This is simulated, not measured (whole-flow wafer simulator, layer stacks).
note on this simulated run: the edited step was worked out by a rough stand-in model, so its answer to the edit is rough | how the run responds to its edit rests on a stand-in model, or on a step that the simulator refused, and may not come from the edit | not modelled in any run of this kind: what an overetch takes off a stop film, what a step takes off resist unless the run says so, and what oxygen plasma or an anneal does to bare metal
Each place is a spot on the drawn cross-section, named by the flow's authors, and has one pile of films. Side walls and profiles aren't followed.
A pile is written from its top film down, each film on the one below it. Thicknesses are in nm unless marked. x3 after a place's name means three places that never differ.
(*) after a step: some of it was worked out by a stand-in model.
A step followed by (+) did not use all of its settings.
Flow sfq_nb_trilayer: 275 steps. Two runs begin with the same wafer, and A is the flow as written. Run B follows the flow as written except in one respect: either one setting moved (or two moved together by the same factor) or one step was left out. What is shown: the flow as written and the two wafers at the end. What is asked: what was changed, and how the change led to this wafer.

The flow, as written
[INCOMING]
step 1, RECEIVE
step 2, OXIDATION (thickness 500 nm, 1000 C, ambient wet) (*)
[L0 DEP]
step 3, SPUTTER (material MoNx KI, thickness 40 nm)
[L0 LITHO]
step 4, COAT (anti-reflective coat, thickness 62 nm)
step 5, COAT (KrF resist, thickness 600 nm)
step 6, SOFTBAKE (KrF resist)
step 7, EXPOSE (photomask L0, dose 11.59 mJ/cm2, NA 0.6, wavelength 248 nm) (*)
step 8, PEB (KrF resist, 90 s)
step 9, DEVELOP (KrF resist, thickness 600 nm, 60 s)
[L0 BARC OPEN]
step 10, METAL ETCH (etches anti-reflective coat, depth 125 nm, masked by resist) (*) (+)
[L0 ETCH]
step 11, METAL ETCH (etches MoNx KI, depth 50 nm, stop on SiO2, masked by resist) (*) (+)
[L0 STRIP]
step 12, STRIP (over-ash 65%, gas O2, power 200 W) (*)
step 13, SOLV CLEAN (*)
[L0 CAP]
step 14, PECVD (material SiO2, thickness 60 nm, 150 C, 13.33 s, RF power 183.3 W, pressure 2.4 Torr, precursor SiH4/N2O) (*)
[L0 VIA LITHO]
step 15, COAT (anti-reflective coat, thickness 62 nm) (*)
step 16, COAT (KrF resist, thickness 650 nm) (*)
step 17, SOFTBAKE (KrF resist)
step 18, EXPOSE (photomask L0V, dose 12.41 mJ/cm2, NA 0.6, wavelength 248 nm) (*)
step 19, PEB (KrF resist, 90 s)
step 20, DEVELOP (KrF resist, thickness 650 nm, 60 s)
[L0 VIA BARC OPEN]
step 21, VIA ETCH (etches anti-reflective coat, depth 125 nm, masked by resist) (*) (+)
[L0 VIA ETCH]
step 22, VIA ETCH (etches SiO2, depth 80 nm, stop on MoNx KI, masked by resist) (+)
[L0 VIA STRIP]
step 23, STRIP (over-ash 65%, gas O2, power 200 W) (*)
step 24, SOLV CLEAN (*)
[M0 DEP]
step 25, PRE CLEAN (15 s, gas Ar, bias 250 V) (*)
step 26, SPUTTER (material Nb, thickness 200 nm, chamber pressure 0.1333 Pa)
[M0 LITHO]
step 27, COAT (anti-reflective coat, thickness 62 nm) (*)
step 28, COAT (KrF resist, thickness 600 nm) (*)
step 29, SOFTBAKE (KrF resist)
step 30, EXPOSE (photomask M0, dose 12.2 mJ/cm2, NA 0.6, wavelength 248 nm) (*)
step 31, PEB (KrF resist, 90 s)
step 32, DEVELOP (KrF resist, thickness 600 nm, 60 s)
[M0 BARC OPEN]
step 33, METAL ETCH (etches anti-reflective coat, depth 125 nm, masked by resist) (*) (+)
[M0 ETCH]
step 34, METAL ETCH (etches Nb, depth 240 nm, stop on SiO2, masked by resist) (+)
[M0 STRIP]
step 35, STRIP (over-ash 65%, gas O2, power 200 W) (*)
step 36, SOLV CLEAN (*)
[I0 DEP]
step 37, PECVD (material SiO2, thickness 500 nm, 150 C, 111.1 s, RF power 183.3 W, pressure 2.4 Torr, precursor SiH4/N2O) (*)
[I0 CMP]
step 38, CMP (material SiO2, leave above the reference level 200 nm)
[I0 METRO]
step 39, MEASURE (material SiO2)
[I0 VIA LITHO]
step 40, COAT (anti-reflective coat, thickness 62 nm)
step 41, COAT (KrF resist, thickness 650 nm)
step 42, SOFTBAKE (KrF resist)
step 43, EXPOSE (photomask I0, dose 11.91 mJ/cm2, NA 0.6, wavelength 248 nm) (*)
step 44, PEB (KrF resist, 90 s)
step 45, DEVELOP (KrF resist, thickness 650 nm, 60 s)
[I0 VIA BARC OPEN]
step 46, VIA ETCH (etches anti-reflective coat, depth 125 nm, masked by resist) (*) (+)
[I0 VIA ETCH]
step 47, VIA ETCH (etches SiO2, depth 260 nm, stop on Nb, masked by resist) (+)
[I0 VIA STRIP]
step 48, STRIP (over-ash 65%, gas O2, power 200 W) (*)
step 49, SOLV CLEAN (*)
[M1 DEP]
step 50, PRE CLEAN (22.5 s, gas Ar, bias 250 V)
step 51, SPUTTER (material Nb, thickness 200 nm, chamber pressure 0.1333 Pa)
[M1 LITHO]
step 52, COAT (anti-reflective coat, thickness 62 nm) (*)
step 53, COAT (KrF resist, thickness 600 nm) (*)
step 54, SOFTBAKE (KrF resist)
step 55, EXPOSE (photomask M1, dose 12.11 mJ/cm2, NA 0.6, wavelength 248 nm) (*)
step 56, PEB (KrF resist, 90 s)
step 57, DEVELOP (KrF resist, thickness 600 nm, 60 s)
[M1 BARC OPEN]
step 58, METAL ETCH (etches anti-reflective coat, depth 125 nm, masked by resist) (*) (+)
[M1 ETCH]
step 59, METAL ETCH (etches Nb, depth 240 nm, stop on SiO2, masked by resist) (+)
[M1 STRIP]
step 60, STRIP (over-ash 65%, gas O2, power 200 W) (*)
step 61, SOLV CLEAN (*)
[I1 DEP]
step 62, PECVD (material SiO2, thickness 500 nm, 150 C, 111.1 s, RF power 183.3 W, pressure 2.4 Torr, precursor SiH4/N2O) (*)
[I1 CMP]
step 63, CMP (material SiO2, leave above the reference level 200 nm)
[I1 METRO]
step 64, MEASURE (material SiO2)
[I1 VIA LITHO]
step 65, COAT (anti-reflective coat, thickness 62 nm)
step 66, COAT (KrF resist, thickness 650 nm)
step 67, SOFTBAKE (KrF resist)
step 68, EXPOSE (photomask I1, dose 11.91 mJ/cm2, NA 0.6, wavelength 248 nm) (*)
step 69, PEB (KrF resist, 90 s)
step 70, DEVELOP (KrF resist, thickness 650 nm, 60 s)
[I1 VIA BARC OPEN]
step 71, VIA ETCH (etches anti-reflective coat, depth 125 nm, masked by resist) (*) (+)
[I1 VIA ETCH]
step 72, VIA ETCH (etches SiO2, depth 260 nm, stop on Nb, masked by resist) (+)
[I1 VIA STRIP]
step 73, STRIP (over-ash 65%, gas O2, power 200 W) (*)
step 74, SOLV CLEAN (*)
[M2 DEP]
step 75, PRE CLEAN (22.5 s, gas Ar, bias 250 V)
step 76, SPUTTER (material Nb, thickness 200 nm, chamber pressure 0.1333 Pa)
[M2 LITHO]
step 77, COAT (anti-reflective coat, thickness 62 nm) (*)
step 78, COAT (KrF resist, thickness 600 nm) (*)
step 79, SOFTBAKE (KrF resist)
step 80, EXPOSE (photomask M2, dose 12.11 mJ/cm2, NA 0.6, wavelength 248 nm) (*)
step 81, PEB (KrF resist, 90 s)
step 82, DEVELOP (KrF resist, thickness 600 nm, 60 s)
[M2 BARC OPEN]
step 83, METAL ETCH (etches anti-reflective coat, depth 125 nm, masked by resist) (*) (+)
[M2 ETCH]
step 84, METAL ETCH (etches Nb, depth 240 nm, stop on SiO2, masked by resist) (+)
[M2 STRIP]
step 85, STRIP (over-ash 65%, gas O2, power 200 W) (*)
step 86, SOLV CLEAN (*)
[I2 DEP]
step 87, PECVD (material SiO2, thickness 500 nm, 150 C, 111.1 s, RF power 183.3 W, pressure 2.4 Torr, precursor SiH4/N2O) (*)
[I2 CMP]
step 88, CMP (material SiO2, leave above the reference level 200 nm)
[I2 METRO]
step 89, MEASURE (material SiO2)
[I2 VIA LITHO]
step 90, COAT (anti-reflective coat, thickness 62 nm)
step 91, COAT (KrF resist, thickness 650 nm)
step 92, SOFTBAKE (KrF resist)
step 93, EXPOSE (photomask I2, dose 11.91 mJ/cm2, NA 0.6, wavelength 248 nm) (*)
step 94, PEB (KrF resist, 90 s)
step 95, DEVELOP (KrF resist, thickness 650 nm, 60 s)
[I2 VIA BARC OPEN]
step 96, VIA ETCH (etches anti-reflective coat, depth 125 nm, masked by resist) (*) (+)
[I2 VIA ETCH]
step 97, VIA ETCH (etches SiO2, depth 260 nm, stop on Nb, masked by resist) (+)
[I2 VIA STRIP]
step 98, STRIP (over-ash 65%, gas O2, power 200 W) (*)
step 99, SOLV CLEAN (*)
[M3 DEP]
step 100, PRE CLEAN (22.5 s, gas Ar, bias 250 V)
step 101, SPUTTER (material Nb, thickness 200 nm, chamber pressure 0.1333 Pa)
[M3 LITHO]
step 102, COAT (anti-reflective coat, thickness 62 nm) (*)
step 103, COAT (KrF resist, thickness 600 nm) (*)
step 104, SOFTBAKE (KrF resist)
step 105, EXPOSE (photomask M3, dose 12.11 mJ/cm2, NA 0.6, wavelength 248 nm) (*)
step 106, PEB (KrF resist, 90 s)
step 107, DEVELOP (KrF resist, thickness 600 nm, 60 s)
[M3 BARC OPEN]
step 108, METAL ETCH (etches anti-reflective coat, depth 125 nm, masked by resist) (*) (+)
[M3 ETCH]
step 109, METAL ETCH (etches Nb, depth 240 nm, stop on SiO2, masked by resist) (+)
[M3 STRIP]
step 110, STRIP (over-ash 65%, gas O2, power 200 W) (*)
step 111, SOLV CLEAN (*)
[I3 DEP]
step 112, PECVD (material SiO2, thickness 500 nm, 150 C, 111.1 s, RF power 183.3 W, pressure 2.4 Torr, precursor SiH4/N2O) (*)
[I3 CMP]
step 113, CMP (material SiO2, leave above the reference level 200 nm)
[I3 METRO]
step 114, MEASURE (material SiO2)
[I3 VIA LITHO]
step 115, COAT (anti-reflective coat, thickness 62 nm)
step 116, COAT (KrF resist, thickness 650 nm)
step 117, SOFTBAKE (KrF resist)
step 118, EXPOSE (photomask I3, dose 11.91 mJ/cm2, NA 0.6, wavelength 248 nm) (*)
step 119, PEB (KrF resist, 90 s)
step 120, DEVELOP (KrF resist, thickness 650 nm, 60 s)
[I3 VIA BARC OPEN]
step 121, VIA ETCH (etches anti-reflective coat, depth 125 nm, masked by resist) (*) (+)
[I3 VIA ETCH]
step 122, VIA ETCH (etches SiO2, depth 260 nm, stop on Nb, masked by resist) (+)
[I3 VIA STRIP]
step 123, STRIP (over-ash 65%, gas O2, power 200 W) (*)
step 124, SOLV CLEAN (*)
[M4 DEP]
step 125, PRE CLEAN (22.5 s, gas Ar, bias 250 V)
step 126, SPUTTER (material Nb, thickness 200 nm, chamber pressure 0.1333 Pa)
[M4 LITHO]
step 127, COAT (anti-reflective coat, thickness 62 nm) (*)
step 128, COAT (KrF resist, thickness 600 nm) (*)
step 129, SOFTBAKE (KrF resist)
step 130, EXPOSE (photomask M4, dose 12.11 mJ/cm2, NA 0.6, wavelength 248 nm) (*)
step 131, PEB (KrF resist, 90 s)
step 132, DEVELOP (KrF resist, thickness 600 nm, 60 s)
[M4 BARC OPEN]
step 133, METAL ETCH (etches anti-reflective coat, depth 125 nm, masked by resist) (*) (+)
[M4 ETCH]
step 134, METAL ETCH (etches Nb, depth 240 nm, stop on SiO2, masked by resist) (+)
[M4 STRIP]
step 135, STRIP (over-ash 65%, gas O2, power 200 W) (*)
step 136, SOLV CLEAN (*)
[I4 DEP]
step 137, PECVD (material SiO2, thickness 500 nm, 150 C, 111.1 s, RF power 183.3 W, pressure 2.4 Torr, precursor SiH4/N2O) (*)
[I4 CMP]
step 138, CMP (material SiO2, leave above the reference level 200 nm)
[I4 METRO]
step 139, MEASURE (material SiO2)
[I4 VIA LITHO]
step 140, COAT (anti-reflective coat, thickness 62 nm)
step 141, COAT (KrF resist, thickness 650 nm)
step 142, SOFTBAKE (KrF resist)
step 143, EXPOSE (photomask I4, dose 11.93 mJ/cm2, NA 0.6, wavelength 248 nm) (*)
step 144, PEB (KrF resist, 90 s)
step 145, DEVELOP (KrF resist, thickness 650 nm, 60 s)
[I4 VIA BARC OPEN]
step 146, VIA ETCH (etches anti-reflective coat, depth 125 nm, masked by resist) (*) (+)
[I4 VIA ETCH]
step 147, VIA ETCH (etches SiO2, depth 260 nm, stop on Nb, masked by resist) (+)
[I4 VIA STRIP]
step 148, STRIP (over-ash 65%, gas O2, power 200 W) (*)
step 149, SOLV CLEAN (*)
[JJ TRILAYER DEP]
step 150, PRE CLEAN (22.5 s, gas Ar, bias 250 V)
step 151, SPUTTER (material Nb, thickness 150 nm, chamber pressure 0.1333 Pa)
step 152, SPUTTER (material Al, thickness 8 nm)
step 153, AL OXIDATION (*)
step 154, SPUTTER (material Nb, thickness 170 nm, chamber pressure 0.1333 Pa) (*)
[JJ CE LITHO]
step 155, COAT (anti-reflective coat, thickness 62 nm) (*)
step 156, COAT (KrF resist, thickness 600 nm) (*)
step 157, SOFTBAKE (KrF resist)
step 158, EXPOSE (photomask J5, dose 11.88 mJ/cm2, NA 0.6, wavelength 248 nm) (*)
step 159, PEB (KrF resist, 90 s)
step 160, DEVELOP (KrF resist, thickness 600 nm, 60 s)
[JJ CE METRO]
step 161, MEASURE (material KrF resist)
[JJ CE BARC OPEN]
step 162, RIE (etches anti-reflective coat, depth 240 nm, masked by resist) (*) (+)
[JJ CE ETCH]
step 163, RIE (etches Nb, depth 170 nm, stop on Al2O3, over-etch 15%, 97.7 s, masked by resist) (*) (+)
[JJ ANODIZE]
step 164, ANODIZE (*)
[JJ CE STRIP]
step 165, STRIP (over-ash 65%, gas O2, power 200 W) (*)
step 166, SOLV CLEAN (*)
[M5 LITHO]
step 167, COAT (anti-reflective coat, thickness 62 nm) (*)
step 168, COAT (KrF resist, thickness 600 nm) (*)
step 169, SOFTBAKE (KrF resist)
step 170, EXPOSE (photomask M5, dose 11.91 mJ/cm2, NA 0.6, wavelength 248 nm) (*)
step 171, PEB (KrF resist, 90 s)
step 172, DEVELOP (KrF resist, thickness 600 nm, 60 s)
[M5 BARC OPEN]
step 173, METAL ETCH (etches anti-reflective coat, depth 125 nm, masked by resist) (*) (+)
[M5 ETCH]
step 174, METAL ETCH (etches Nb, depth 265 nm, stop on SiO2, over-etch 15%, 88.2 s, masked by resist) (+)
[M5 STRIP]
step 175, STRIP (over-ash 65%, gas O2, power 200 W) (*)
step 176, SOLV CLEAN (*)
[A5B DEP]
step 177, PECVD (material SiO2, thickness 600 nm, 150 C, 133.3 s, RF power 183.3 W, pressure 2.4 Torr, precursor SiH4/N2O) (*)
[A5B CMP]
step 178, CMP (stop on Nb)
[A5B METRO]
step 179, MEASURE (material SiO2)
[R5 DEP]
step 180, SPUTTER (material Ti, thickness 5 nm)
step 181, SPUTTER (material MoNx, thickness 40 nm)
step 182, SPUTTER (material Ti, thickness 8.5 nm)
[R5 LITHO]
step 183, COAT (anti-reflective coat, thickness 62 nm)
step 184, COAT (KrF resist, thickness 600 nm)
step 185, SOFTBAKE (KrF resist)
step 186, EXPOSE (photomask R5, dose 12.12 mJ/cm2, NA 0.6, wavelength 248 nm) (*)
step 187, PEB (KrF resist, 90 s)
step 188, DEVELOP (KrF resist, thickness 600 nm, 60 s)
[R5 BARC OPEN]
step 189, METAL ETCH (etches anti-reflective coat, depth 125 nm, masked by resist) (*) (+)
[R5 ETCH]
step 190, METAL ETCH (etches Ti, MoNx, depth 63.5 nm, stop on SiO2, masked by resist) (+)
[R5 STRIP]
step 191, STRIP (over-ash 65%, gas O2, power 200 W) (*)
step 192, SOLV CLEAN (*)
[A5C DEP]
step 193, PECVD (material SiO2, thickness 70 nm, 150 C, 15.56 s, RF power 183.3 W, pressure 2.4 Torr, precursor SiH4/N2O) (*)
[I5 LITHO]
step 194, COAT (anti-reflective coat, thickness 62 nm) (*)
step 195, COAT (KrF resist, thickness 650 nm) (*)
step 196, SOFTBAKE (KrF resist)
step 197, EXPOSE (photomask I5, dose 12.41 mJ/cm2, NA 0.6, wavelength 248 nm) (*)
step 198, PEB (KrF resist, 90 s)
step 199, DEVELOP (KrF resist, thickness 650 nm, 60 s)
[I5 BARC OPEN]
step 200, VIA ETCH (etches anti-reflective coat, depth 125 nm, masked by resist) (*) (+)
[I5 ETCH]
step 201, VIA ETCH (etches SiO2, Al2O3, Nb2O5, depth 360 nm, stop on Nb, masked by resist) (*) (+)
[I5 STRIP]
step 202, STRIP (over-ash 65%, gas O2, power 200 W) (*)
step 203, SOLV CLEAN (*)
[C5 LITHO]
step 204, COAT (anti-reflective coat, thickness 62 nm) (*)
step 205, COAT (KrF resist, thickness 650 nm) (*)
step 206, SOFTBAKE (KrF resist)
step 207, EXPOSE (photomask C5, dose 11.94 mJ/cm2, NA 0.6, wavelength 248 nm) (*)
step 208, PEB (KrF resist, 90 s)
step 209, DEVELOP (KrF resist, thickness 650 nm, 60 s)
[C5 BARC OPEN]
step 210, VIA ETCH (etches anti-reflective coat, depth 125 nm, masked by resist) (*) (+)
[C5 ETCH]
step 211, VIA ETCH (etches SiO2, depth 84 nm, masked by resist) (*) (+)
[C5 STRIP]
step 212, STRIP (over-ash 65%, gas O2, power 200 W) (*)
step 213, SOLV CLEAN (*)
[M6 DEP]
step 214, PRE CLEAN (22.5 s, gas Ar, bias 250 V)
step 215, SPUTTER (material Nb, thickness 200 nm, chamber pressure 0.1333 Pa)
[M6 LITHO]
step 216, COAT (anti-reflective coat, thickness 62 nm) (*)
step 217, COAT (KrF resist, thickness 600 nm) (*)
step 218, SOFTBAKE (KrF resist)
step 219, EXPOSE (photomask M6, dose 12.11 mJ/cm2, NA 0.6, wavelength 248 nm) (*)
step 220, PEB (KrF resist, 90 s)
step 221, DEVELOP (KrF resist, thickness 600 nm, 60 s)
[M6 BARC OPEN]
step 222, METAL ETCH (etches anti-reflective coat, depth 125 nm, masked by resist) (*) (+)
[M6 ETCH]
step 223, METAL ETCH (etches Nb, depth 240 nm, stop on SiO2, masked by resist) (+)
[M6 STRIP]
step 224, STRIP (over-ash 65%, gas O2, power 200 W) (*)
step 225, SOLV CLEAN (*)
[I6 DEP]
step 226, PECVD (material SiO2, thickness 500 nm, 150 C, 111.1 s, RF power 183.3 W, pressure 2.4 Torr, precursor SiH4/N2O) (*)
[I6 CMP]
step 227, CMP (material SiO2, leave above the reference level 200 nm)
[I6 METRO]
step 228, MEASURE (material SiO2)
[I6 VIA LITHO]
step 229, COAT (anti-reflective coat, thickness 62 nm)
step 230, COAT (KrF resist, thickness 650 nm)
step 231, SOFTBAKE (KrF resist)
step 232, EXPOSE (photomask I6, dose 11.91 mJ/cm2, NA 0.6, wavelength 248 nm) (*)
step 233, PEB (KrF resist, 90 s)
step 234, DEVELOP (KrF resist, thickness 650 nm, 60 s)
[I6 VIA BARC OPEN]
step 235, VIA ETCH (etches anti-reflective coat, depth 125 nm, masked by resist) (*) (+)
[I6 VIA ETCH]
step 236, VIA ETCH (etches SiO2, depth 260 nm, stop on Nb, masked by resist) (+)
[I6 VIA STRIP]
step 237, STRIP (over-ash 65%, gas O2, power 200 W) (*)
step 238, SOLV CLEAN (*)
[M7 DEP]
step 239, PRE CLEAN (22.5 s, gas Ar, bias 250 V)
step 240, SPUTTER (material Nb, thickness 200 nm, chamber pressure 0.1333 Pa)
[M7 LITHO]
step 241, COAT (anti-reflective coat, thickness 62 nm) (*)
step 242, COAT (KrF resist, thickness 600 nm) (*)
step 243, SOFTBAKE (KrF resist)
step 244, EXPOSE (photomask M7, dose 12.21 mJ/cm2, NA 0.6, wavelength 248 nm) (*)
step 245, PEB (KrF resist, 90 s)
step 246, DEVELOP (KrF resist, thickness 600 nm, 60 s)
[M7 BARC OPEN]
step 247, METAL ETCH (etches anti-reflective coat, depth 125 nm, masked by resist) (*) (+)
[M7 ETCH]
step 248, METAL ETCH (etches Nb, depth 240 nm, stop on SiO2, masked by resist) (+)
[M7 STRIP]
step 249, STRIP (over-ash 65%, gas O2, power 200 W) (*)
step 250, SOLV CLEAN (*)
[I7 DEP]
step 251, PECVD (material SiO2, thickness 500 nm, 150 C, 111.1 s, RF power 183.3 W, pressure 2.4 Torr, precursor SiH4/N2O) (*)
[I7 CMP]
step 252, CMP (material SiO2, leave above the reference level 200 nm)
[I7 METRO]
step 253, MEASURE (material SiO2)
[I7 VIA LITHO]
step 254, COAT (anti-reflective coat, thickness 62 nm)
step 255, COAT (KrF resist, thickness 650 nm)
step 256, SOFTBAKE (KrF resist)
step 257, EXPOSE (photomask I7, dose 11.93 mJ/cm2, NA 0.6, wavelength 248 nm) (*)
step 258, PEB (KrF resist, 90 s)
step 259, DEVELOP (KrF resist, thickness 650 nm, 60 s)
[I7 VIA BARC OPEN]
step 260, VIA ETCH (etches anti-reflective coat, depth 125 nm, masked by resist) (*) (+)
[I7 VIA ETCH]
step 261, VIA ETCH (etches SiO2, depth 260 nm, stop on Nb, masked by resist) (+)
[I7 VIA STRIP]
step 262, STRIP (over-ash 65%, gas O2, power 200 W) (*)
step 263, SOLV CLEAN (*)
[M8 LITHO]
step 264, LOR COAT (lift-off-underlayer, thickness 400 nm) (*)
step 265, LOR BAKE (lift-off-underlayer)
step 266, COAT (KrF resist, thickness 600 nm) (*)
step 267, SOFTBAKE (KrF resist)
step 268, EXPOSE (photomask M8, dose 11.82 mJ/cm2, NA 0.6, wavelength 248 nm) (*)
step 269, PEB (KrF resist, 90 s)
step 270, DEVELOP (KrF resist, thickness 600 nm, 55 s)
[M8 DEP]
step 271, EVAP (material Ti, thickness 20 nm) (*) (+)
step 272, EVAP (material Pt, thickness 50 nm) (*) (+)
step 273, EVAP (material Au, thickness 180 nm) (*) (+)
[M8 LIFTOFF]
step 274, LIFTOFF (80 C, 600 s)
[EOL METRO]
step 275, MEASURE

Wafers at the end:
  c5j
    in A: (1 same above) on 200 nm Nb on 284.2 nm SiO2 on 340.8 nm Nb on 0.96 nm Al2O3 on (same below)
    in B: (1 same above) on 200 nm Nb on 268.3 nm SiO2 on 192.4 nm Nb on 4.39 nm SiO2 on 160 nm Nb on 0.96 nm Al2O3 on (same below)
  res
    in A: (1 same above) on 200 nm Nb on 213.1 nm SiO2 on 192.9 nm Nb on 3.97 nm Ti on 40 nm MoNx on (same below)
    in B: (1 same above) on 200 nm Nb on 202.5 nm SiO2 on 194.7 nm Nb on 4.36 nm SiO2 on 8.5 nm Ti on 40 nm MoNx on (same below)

What caused this: step 211, VIA ETCH: depth 58 nm was run, while the flow as written has depth 84 nm.

Step by step, how the change led to this:
  step 211, VIA ETCH (etches SiO2, depth 84 nm, masked by resist) (*) (+)
      c5j: A SiO2 loses 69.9 (all of it), Nb loses 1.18 | B SiO2 loses 58
      res: A SiO2 loses 69.9 (all of it) | B SiO2 loses 58
      (as well as at 104 more places)
  step 214, PRE CLEAN (22.5 s, gas Ar, bias 250 V)
      c5j: A Nb loses 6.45 | B SiO2 loses 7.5
      res: A Ti loses 4.53 | B SiO2 loses 7.5
  step 215, SPUTTER (material Nb, thickness 200 nm, chamber pressure 0.1333 Pa)
      c5j: A Nb gains 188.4 | B Nb gains 192.4 (new film)
  step 216, COAT (anti-reflective coat, thickness 62 nm) (*)
      ce_l: A anti-reflective coat gains 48 (new film) | B anti-reflective coat gains 51.2 (new film)
      c5j: A anti-reflective coat gains 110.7 (new film) | B anti-reflective coat gains 102.3 (new film)
      (as well as at 2 more places)
  step 224, STRIP (over-ash 65%, gas O2, power 200 W) (*)
      ce_l: A KrF resist loses 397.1 (all of it), anti-reflective coat loses 48 (all of it) | B KrF resist loses 395.2 (all of it), anti-reflective coat loses 51.2 (all of it)
      c5j: A KrF resist loses 418.3 (all of it), anti-reflective coat loses 110.7 (all of it) | B KrF resist loses 412.3 (all of it), anti-reflective coat loses 102.3 (all of it)
      (as well as at 2 more places)
  step 226, PECVD (material SiO2, thickness 500 nm, 150 C, 111.1 s, RF power 183.3 W, pressure 2.4 Torr, precursor SiH4/N2O) (*)
      c5j: A SiO2 gains 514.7 (new film) | B SiO2 gains 500 (new film)
  step 227, CMP (material SiO2, leave above the reference level 200 nm)
      res: A SiO2 loses 279.4 | B SiO2 loses 290
If metal films that touch count as one body, c5j has 5 bodies (between them, from the top down: SiO2 268.3; SiO2 4.39; Al2O3 0.96; SiO2 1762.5); the flow as written gives 4 bodies (between them, from the top down: SiO2 284.2; Al2O3 0.96; SiO2 1762.5).
If metal films that touch count as one body, res has 4 bodies (between them, from the top down: SiO2 202.5; SiO2 4.36; SiO2 2090.9); the flow as written gives 3 bodies (between them, from the top down: SiO2 213.1; SiO2 2090.9).
